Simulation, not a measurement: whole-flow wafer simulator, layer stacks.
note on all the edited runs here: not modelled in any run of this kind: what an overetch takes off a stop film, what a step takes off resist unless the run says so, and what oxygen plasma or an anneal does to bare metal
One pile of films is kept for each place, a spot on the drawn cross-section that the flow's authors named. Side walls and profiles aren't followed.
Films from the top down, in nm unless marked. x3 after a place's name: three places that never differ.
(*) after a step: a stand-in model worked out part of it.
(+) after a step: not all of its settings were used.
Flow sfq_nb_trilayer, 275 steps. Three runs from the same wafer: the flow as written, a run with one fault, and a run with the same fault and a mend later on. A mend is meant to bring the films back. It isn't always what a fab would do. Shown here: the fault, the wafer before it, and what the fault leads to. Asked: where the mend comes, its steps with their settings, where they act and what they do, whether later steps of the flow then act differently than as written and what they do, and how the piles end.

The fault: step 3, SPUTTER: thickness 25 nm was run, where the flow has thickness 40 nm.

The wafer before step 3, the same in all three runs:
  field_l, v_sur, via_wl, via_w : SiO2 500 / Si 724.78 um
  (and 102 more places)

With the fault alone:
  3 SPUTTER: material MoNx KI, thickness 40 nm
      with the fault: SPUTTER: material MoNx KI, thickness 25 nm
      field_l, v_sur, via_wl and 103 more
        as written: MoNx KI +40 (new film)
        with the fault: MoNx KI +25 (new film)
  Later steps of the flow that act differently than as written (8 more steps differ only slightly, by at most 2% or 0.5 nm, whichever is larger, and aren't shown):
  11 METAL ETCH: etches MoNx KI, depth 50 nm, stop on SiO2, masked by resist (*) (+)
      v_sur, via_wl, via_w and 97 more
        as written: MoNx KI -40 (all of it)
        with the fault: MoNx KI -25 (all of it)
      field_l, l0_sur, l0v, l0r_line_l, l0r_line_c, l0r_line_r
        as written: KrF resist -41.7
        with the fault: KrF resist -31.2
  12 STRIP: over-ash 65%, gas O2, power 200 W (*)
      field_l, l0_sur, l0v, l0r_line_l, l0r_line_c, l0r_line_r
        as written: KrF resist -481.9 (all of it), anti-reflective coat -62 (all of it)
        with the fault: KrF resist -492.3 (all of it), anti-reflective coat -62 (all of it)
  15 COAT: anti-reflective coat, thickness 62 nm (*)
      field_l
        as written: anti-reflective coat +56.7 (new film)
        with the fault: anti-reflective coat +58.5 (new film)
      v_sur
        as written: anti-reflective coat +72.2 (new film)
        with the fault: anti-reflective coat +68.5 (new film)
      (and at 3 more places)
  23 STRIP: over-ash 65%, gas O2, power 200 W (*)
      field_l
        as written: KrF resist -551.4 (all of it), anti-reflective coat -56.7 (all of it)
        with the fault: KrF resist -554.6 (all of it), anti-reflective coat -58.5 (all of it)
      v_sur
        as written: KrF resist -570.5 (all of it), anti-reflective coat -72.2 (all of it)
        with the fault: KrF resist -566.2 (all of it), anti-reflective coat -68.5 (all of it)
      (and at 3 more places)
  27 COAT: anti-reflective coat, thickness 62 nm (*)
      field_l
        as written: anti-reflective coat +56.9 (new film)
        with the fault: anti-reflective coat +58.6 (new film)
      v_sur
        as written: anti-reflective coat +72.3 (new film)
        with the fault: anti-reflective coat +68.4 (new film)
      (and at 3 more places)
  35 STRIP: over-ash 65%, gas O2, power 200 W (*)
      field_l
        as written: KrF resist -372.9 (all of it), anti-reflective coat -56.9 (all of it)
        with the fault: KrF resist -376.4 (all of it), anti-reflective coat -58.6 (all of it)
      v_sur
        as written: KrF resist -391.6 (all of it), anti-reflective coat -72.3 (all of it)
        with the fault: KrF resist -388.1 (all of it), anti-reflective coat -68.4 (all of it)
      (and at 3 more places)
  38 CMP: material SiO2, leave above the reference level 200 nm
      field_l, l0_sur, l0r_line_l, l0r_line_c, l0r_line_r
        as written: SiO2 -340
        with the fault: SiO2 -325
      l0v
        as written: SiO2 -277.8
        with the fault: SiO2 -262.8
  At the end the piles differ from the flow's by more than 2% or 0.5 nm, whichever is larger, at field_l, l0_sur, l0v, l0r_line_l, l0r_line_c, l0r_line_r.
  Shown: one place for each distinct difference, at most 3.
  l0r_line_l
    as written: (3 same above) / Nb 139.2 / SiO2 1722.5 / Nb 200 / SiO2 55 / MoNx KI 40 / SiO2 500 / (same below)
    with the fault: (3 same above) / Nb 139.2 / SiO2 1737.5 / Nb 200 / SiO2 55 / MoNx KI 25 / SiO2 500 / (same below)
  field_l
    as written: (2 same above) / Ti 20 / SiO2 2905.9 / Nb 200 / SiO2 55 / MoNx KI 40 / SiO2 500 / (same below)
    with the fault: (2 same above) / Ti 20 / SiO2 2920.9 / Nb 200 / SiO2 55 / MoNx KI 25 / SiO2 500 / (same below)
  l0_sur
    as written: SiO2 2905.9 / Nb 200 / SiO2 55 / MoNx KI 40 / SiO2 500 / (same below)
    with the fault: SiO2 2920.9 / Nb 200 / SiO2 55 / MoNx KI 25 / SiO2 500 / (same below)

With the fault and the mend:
  The mend comes after step 9.
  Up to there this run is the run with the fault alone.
  9a STRIP: over-ash 65%, gas O2, power 200 W (*)
      v_sur, via_wl, via_w and 97 more
        anti-reflective coat -62 (all of it)
      field_l, l0_sur, l0v, l0r_line_l, l0r_line_c, l0r_line_r
        KrF resist -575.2 (all of it), anti-reflective coat -62 (all of it)
  9b SPUTTER: material MoNx KI, thickness 15 nm (the flow's step 3 once more, with other settings)
      field_l, v_sur, via_wl and 103 more
        MoNx KI +15
  9c COAT: anti-reflective coat, thickness 62 nm (the flow's step 4 once more)
      field_l, v_sur, via_wl and 103 more
        anti-reflective coat +62 (new film)
  9d COAT: KrF resist, thickness 600 nm (the flow's step 5 once more)
      field_l, v_sur, via_wl and 103 more
        KrF resist +600 (new film)
  9e SOFTBAKE: KrF resist (the flow's step 6 once more)
      changes no film at any place that is followed
  9f EXPOSE: photomask L0, dose 11.59 mJ/cm2, NA 0.6, wavelength 248 nm (*) (the flow's step 7 once more)
      changes no film at any place that is followed
  9g PEB: KrF resist, 90 s (the flow's step 8 once more)
      field_l, v_sur, via_wl and 103 more
        KrF resist -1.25
  9h DEVELOP: KrF resist, thickness 600 nm, 60 s (the flow's step 9 once more)
      v_sur, via_wl, via_w and 97 more
        KrF resist -598.7 (all of it)
      field_l, l0_sur, l0v, l0r_line_l, l0r_line_c, l0r_line_r
        KrF resist -23.5
  No later step of the flow acts differently than as written at any place that is followed.
  At the end the piles are the same as the flow's at every place that both follow.
